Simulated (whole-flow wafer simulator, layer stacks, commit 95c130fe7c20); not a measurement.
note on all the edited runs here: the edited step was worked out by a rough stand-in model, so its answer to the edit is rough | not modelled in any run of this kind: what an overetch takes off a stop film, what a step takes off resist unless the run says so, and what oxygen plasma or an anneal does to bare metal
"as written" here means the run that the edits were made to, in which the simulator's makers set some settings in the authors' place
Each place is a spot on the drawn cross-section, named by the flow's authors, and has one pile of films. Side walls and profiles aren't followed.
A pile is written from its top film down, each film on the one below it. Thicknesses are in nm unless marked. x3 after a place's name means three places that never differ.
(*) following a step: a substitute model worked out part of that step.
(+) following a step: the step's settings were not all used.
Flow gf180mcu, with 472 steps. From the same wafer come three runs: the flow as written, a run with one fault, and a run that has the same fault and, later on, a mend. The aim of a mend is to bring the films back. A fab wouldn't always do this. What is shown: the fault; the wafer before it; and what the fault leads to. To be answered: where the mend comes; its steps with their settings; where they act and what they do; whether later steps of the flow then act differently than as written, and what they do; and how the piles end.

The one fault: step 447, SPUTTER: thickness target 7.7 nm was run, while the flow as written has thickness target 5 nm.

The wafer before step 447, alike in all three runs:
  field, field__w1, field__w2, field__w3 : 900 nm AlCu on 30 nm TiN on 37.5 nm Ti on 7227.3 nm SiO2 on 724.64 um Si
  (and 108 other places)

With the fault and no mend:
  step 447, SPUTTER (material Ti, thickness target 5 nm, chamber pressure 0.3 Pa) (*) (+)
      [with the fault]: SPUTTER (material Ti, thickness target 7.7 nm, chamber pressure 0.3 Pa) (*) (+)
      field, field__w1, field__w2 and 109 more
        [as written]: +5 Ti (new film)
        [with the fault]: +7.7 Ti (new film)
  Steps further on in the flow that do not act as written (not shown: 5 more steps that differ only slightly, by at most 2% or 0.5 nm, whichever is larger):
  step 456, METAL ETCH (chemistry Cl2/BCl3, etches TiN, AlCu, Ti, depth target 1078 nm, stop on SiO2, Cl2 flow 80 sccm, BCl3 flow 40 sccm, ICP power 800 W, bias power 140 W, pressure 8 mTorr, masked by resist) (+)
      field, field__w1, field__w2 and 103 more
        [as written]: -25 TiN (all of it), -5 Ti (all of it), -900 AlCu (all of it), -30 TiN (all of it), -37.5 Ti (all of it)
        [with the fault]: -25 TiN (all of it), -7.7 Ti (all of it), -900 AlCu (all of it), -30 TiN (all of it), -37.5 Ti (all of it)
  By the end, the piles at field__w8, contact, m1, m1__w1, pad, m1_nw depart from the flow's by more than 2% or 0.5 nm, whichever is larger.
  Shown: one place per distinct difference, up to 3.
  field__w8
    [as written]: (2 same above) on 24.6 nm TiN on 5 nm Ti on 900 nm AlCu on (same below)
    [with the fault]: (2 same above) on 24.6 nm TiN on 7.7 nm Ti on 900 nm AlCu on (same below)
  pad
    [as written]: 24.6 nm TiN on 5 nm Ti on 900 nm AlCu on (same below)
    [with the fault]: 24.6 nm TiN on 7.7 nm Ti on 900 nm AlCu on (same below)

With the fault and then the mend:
  The mend follows step 447.
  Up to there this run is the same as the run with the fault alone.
  step 447a, METAL ETCH (chemistry Cl2/BCl3, etches TiN, AlCu, Ti, depth target 2.7 nm, Cl2 flow 80 sccm, BCl3 flow 40 sccm, ICP power 800 W, bias power 140 W, pressure 8 mTorr) (the flow's step 260 again, with other settings)
      field, field__w1, field__w2 and 109 more
        -2.7 Ti
  Later steps of the flow that are run all act as written at every place that is followed.
  By the end, the piles equal the flow's at every place that both follow.
